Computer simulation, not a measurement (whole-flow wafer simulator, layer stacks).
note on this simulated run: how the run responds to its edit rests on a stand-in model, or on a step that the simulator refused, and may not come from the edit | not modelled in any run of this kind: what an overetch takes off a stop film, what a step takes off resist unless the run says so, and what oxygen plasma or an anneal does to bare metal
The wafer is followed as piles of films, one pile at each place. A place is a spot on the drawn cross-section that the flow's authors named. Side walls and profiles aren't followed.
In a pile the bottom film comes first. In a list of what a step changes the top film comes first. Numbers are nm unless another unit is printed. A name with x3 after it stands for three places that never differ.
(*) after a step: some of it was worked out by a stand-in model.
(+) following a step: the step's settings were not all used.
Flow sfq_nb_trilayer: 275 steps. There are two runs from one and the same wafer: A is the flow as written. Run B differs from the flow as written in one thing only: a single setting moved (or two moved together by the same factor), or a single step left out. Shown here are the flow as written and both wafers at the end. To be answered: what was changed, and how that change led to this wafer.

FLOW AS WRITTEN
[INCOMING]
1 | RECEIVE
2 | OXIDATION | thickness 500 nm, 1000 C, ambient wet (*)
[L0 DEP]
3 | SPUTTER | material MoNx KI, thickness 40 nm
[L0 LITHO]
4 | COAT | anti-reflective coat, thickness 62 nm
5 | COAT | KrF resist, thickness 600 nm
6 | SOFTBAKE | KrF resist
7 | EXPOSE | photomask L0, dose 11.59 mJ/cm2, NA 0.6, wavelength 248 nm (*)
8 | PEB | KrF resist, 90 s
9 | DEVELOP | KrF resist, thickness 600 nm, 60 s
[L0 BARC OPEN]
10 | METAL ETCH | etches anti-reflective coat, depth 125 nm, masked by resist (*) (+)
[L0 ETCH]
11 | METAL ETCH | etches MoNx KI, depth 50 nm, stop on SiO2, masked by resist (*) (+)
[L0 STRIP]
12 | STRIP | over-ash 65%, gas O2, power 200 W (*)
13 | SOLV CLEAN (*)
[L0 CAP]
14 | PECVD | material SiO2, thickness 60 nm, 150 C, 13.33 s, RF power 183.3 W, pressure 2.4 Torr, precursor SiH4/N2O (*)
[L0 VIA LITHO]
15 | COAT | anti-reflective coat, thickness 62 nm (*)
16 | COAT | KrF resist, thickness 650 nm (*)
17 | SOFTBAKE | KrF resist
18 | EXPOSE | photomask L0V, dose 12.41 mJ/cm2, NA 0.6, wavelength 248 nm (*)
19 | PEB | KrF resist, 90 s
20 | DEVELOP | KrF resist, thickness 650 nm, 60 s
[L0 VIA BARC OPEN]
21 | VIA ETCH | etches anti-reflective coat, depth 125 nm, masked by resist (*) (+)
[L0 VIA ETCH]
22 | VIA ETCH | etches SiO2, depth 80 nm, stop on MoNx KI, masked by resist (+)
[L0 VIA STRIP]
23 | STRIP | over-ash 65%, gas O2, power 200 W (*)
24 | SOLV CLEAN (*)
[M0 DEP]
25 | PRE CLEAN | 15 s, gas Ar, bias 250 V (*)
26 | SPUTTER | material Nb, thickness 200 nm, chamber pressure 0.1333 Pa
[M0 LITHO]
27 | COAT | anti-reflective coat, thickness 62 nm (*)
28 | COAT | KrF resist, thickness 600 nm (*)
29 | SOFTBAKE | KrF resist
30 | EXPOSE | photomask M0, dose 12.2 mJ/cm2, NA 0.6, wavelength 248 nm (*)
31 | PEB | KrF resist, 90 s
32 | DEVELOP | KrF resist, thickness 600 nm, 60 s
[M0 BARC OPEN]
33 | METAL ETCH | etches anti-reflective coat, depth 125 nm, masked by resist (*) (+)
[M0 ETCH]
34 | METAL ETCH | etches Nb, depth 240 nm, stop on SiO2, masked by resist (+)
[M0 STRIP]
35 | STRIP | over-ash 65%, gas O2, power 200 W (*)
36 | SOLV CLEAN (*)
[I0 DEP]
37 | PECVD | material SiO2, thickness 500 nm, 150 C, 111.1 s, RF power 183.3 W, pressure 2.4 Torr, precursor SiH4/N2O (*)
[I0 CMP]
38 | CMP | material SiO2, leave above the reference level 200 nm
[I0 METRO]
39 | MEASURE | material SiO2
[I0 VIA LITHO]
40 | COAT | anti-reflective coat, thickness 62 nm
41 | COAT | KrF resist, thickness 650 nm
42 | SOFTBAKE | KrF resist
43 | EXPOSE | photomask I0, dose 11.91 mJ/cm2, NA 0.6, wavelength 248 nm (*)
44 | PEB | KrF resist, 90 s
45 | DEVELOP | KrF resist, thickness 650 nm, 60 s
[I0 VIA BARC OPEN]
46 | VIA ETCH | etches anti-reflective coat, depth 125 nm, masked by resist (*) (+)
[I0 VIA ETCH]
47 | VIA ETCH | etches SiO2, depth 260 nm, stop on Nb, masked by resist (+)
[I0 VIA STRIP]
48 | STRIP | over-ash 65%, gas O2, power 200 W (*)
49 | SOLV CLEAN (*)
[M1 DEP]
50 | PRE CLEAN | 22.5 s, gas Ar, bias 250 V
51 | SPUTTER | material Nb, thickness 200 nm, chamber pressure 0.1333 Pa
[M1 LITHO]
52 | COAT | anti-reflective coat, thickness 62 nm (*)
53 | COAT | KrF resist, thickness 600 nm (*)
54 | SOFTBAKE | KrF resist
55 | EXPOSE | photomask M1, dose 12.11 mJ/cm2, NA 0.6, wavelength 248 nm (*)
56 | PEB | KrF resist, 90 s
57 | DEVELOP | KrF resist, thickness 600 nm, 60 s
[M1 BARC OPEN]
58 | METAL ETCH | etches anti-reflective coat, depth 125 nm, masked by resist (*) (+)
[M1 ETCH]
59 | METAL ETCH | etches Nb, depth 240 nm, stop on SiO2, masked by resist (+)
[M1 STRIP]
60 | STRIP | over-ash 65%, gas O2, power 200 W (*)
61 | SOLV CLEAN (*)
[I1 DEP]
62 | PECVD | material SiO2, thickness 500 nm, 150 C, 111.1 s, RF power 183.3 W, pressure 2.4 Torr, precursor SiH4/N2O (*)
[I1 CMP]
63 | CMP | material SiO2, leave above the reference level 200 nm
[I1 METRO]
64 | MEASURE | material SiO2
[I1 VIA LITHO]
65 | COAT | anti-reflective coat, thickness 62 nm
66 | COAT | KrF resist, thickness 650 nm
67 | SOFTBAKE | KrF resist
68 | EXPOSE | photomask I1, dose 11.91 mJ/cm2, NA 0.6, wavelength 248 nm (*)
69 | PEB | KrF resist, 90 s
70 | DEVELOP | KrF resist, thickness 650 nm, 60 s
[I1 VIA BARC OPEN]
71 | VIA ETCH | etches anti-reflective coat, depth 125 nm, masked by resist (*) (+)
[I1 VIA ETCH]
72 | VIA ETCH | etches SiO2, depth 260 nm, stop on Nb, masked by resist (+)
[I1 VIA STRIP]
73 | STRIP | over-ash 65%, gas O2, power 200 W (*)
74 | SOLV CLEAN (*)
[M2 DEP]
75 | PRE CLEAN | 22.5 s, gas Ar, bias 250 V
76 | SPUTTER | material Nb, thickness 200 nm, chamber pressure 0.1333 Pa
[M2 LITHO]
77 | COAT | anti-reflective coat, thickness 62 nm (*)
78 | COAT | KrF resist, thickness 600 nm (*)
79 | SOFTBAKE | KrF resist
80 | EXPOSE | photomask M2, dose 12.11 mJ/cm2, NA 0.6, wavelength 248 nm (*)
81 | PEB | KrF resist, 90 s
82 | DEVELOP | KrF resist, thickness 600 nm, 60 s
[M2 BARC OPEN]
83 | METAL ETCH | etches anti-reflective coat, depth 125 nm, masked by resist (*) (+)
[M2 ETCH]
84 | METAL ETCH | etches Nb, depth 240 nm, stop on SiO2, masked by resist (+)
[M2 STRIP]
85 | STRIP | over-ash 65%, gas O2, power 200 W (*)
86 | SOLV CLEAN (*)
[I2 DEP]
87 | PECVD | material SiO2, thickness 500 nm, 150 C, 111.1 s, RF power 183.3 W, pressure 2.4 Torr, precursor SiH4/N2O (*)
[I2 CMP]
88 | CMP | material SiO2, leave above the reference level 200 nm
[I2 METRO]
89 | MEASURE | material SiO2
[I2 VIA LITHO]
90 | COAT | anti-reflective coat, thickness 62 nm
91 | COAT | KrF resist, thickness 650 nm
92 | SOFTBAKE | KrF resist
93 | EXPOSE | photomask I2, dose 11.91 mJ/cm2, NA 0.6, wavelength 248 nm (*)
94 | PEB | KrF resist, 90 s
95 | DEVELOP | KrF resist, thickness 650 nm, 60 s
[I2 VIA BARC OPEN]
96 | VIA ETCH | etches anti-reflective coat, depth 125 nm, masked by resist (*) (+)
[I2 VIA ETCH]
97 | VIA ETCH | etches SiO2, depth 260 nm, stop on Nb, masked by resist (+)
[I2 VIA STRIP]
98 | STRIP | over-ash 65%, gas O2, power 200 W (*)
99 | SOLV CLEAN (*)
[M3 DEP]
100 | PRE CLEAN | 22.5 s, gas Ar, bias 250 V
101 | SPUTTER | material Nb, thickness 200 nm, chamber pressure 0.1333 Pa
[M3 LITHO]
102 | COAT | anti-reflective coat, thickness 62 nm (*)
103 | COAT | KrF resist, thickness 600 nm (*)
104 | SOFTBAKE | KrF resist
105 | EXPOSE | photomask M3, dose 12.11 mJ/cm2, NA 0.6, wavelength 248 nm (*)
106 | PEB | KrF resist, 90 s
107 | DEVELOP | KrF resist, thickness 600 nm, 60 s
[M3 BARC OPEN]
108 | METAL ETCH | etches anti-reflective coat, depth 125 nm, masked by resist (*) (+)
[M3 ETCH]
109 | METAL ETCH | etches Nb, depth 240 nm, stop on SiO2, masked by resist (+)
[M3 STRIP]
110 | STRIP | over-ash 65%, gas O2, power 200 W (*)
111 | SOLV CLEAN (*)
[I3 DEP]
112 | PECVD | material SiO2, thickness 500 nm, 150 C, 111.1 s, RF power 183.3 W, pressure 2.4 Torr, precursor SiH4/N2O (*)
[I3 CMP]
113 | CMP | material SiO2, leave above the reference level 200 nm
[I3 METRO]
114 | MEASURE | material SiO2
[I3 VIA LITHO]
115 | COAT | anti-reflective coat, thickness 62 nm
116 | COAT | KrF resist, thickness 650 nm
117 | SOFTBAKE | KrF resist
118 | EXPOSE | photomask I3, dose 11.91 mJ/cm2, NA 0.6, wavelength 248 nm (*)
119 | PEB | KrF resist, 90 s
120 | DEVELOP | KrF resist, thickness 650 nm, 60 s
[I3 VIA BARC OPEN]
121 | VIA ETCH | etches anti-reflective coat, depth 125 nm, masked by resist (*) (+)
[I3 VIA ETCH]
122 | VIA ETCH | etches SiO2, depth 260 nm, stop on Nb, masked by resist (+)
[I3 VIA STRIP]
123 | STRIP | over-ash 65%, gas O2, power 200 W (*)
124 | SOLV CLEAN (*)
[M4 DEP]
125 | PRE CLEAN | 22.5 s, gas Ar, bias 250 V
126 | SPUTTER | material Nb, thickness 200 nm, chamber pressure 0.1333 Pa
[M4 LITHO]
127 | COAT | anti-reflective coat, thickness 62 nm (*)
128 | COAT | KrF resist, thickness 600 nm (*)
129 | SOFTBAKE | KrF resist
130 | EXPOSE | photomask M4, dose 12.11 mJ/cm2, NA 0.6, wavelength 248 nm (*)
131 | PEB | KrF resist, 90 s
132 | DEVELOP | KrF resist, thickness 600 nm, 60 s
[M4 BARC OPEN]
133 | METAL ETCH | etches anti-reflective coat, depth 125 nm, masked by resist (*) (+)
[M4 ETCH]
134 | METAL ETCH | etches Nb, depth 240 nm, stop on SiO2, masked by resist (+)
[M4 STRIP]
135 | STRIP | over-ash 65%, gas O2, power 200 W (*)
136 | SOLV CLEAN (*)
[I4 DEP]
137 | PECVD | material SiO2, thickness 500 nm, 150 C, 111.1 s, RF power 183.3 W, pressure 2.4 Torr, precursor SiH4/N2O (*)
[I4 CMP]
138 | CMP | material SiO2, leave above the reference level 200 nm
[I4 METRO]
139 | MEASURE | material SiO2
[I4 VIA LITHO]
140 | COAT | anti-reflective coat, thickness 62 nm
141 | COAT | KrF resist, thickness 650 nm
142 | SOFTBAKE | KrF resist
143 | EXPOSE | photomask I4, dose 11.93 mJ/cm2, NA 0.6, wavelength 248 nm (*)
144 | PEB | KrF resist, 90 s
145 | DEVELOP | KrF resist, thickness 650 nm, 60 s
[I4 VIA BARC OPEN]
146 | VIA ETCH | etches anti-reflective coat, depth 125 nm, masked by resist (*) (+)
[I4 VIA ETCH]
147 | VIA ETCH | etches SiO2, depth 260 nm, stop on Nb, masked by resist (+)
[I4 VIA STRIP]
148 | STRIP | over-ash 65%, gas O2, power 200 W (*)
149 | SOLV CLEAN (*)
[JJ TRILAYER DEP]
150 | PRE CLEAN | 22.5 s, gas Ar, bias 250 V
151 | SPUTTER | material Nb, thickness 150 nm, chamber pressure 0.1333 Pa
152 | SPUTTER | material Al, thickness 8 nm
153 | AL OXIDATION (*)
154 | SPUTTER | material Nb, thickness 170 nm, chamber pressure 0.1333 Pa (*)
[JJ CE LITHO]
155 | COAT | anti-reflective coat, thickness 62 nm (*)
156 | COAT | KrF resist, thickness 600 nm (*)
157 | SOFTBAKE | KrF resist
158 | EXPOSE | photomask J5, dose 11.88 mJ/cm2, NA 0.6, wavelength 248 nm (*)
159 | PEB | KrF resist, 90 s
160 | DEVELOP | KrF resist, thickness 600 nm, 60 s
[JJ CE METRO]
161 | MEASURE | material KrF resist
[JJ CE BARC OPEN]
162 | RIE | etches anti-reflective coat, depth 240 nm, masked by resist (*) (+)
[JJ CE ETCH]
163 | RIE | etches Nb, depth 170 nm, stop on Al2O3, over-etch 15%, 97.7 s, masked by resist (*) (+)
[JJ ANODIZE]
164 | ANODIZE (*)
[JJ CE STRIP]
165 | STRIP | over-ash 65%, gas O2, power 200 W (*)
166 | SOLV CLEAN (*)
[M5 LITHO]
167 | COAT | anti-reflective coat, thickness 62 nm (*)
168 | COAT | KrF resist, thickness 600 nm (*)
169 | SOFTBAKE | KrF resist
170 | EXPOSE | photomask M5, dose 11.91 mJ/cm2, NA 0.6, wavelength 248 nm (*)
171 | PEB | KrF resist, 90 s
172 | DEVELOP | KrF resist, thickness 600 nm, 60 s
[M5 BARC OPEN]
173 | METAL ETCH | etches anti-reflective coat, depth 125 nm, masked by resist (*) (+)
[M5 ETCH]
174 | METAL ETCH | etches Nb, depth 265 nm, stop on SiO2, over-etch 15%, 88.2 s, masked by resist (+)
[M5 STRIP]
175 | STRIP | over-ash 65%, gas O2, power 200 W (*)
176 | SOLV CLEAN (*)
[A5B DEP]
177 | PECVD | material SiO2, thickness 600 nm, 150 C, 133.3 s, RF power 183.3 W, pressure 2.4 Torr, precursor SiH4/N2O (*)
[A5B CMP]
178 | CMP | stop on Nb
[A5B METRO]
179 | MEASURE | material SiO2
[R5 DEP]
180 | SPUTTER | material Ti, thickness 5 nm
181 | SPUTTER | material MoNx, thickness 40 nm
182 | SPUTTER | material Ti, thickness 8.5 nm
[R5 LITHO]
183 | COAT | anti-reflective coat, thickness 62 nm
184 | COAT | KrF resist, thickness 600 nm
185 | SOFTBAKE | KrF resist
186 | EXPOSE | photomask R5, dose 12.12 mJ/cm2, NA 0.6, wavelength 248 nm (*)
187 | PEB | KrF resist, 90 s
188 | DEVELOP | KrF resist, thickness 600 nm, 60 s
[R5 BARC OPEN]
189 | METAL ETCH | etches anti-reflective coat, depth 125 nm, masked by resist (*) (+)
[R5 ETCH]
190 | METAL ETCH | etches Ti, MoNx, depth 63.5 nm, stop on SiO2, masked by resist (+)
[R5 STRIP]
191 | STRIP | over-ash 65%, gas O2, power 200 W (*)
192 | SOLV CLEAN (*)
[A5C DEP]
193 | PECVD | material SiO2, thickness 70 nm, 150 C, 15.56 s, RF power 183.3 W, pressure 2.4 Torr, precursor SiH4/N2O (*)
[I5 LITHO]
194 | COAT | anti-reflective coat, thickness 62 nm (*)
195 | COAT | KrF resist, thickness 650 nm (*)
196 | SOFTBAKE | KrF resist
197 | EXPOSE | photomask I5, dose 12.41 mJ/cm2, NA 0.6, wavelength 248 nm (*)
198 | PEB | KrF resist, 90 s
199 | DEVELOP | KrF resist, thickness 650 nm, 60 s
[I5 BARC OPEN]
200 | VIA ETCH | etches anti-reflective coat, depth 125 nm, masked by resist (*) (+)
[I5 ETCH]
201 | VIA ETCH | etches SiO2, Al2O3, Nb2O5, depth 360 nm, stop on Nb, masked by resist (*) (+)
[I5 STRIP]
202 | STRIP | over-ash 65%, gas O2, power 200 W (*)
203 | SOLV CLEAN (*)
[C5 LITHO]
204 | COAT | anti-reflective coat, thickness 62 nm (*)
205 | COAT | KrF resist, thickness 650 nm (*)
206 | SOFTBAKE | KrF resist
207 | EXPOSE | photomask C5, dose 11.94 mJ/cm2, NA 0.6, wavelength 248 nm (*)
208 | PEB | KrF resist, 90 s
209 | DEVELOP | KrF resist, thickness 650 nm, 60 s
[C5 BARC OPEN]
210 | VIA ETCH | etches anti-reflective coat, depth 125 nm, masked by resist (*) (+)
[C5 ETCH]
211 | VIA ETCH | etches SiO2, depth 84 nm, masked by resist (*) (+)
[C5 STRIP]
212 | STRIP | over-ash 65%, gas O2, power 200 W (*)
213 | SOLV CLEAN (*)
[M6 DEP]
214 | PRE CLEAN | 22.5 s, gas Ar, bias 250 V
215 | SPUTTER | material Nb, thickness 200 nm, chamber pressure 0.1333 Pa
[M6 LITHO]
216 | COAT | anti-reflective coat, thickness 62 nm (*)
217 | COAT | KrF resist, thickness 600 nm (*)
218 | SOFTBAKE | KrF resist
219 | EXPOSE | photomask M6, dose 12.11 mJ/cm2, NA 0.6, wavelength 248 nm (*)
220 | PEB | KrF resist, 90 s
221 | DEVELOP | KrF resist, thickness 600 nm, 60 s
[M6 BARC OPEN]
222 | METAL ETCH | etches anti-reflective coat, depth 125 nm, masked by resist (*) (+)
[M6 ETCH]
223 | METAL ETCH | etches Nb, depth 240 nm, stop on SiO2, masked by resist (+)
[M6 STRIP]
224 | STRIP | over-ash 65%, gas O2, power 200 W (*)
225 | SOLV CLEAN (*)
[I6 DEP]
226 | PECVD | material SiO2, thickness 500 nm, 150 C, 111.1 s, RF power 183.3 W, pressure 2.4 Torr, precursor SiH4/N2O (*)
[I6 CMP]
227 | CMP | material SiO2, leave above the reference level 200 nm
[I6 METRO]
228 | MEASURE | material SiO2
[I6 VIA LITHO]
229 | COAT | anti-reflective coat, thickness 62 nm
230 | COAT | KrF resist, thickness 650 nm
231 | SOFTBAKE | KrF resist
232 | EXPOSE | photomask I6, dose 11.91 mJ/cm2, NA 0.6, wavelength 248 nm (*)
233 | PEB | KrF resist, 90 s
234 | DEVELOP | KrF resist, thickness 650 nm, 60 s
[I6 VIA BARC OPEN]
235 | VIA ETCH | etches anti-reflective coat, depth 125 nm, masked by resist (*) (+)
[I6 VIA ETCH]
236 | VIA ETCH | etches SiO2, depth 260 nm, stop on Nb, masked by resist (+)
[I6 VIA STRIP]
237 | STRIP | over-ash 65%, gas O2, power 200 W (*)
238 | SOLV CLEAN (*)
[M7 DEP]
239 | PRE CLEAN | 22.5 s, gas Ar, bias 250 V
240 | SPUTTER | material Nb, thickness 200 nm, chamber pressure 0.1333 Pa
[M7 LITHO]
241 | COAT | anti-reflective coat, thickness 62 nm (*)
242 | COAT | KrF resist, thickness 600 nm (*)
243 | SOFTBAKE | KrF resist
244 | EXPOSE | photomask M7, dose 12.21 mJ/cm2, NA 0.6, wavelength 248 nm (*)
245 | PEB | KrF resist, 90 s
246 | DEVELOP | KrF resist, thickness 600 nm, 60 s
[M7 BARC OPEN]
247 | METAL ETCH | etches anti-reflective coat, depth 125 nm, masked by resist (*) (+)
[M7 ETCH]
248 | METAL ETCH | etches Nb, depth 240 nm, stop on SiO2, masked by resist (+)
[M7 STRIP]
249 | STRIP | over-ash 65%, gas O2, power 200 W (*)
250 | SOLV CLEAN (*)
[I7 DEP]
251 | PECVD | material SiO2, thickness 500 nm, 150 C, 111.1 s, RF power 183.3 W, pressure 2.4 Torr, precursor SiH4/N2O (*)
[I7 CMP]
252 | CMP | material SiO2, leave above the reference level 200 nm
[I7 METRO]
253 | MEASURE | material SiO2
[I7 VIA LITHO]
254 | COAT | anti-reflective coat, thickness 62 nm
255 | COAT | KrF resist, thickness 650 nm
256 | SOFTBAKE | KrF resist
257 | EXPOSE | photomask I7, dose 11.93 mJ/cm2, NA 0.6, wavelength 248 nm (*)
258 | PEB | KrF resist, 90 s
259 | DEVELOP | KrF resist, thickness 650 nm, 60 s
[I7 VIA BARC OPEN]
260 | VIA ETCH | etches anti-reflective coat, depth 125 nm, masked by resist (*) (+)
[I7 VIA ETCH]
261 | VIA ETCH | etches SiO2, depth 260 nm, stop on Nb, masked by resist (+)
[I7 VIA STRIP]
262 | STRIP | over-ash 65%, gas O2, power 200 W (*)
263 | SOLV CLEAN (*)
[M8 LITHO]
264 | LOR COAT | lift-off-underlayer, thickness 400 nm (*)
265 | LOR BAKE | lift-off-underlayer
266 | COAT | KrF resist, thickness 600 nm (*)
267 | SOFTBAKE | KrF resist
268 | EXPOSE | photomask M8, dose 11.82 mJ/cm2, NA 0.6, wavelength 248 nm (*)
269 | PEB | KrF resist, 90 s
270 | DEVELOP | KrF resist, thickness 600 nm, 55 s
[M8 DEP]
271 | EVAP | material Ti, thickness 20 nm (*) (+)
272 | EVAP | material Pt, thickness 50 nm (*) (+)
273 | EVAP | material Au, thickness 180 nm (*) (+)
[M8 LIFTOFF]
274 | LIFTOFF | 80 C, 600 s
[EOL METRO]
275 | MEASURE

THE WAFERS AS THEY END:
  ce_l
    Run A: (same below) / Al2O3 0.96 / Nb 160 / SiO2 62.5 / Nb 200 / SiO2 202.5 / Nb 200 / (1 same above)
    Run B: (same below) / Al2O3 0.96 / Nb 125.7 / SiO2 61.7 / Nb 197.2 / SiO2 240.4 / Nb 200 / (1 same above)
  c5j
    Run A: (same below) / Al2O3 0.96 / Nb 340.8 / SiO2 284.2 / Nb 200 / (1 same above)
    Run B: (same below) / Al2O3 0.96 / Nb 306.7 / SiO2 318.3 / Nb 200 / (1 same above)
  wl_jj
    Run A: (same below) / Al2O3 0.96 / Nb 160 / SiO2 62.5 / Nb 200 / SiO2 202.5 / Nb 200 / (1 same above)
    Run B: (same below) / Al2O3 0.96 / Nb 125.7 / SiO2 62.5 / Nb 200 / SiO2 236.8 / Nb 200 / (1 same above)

What caused this: step 190, METAL ETCH: depth 97.8 nm was run, though the flow has depth 63.5 nm.

Step by step, how the change led to this:
  190 | METAL ETCH | etches Ti, MoNx, depth 63.5 nm, stop on SiO2, masked by resist (+)
      be_r, r_sur, res, r_end, r5r_line_l, r5r_line_c, r5r_line_r: A KrF resist loses 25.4 | B KrF resist loses 39.1
      ce_l, c5j, ce_r, wl_jj: A Ti loses 8.5 (all of it), MoNx loses 40 (all of it), Ti loses 5 (all of it), Nb loses 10 | B Ti loses 8.5 (all of it), MoNx loses 40 (all of it), Ti loses 5 (all of it), Nb loses 44.3
  191 | STRIP | over-ash 65%, gas O2, power 200 W (*)
      be_r, r_sur, res, r_end, r5r_line_l, r5r_line_c, r5r_line_r: A KrF resist loses 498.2 (all of it), anti-reflective coat loses 62 (all of it) | B KrF resist loses 484.4 (all of it), anti-reflective coat loses 62 (all of it)
  194 | COAT | anti-reflective coat, thickness 62 nm (*)
      wl_j_sl, wl_j_sr: A anti-reflective coat gains 60.2 (new film) | B anti-reflective coat gains 55 (new film)
      jj_sur: A anti-reflective coat gains 60.8 (new film) | B anti-reflective coat gains 55.4 (new film)
      (as well as at 5 more places)
  195 | COAT | KrF resist, thickness 650 nm (*)
      c5j: A KrF resist gains 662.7 (new film) | B KrF resist gains 680.8 (new film)
      wl_jj: A KrF resist gains 654.8 (new film) | B KrF resist gains 671.7 (new film)
  202 | STRIP | over-ash 65%, gas O2, power 200 W (*)
      wl_j_sl, wl_j_sr: A KrF resist loses 333.3 (all of it), anti-reflective coat loses 60.2 (all of it) | B KrF resist loses 333 (all of it), anti-reflective coat loses 55 (all of it)
      jj_sur: A KrF resist loses 337.2 (all of it), anti-reflective coat loses 60.8 (all of it) | B KrF resist loses 337.4 (all of it), anti-reflective coat loses 55.4 (all of it)
      (as well as at 5 more places)
  204 | COAT | anti-reflective coat, thickness 62 nm (*)
      wl_j_sl, wl_j_sr: A anti-reflective coat gains 60.2 (new film) | B anti-reflective coat gains 55 (new film)
      jj_sur: A anti-reflective coat gains 59.5 (new film) | B anti-reflective coat gains 54.2 (new film)
      (as well as at 5 more places)
  205 | COAT | KrF resist, thickness 650 nm (*)
      c5j: A KrF resist gains 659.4 (new film) | B KrF resist gains 677.7 (new film)
      wl_jj: A KrF resist gains 654.8 (new film) | B KrF resist gains 671.7 (new film)
  209 | DEVELOP | KrF resist, thickness 650 nm, 60 s
      c5j: A KrF resist loses 658.1 (all of it) | B KrF resist loses 676.3 (all of it)
  210 | VIA ETCH | etches anti-reflective coat, depth 125 nm, masked by resist (*) (+)
      c5j: A anti-reflective coat loses 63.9 (all of it), SiO2 loses 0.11 | B anti-reflective coat loses 73.5 (all of it)
  212 | STRIP | over-ash 65%, gas O2, power 200 W (*)
      wl_j_sl, wl_j_sr: A KrF resist loses 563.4 (all of it), anti-reflective coat loses 60.2 (all of it) | B KrF resist loses 563.1 (all of it), anti-reflective coat loses 55 (all of it)
      jj_sur: A KrF resist loses 562 (all of it), anti-reflective coat loses 59.5 (all of it) | B KrF resist loses 562.1 (all of it), anti-reflective coat loses 54.2 (all of it)
      (as well as at 4 more places)
  216 | COAT | anti-reflective coat, thickness 62 nm (*)
      wl_j_sl, wl_j_sr: A anti-reflective coat gains 60.2 (new film) | B anti-reflective coat gains 55.2 (new film)
      jj_sur: A anti-reflective coat gains 56.1 (new film) | B anti-reflective coat gains 50.7 (new film)
      (as well as at 5 more places)
  217 | COAT | KrF resist, thickness 600 nm (*)
      ce_l: A KrF resist gains 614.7 (new film) | B KrF resist gains 630.8 (new film)
      c5j: A KrF resist gains 636 (new film) | B KrF resist gains 654.7 (new film)
      (as well as at 2 more places)
  224 | STRIP | over-ash 65%, gas O2, power 200 W (*)
      wl_j_sl, wl_j_sr: A KrF resist loses 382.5 (all of it), anti-reflective coat loses 60.2 (all of it) | B KrF resist loses 382 (all of it), anti-reflective coat loses 55.2 (all of it)
      jj_sur: A KrF resist loses 378.5 (all of it), anti-reflective coat loses 56.1 (all of it) | B KrF resist loses 378.1 (all of it), anti-reflective coat loses 50.7 (all of it)
      (as well as at 5 more places)
  227 | CMP | material SiO2, leave above the reference level 200 nm
      ce_l, ce_r: A SiO2 loses 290 | B SiO2 loses 252.1
      c5j: A SiO2 loses 223 | B SiO2 loses 185.1
      (as well as at 1 more place)
